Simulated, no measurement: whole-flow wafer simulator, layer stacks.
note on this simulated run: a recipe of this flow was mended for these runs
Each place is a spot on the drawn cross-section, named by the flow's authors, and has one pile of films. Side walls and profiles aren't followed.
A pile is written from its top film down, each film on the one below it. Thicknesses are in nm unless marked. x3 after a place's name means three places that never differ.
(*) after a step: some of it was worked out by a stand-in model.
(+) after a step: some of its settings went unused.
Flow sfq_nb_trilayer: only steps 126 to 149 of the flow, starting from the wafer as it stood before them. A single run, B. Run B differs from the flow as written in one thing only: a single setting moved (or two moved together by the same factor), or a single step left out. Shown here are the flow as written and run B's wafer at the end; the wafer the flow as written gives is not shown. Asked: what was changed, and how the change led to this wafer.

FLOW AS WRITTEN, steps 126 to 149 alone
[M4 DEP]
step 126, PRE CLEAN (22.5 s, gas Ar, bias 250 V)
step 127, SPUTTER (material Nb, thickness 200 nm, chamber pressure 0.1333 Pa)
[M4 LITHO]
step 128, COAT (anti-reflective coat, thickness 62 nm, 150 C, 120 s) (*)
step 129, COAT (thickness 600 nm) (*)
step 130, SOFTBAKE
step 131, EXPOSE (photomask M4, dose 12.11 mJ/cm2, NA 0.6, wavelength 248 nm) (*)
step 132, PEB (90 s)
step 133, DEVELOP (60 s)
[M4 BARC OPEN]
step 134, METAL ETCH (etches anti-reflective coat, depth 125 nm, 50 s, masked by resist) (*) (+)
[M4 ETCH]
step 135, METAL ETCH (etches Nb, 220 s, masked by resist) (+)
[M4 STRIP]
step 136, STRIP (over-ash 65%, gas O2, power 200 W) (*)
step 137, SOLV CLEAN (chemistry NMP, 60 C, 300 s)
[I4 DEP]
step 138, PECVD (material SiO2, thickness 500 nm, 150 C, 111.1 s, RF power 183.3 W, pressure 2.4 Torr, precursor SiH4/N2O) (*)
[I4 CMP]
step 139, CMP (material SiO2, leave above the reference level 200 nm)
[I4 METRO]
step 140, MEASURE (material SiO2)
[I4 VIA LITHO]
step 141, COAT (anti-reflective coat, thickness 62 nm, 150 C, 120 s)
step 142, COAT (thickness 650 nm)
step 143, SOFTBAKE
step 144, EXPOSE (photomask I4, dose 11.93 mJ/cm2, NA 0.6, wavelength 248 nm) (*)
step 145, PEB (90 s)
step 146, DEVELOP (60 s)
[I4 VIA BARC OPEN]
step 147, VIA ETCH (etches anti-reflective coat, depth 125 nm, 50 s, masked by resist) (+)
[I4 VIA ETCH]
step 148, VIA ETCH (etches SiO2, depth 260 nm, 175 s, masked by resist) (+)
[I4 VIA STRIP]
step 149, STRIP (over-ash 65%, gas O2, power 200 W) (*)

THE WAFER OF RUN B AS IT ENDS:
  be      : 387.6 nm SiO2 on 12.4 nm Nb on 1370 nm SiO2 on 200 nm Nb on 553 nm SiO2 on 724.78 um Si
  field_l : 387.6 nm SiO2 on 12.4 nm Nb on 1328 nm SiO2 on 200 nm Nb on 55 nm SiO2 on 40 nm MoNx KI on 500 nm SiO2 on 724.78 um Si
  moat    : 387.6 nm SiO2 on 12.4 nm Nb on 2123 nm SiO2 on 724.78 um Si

The reason: step 135, METAL ETCH: 172 s was run, while the flow as written has 220 s.

How this came from the change, step by step:
  step 135, METAL ETCH (etches Nb, 220 s, masked by resist) (+)
      field_l, be, be_sur and 64 more: -187.6 Nb (in the flow as written it would be: -200 Nb (all of it), -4 SiO2)
      v_sur, via_wl, via_w and 36 more: -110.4 KrF-resist-other-grade (in the flow as written it would be: -141.2 KrF-resist-other-grade)
  step 136, STRIP (over-ash 65%, gas O2, power 200 W) (*)
      p4_fl x5, p4_w1 x9, wl_j_sl x15: -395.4 KrF-resist-other-grade (all of it), -62 anti-reflective coat (all of it) (in the flow as written it would be: -364.6 KrF-resist-other-grade (all of it), -62 anti-reflective coat (all of it))
      ln_m5, lsp_m: -394.8 KrF-resist-other-grade (all of it), -62.3 anti-reflective coat (all of it) (in the flow as written it would be: -364 KrF-resist-other-grade (all of it), -62.3 anti-reflective coat (all of it))
      (also at 8 further places)
  step 138, PECVD (material SiO2, thickness 500 nm, 150 C, 111.1 s, RF power 183.3 W, pressure 2.4 Torr, precursor SiH4/N2O) (*)
      field_l, be, be_sur and 55 more: +500 SiO2 (new film) (in the flow as written it would be: +500 SiO2)
      p3_s0 x6: +544.7 SiO2 (new film) (in the flow as written it would be: +561.1 SiO2)
      (also at 3 further places)
  step 139, CMP (material SiO2, leave above the reference level 200 nm)
      field_l, be, be_sur and 55 more: -112.4 SiO2 (in the flow as written it would be: -96 SiO2)
      lsp_r, l0_sur, l0v: -104.8 SiO2 (in the flow as written it would be: -87.7 SiO2)
Taking metal films that touch as one body, be has 2 bodies (between them, from the top down: SiO2 1370); the flow as written gives 1 body.
Taking metal films that touch as one body, field_l has 3 bodies (between them, from the top down: SiO2 1328; SiO2 55); the flow as written gives 2 bodies (between them, from the top down: SiO2 55).
Taking metal films that touch as one body, moat has 1 body; the flow as written gives 0 bodies.
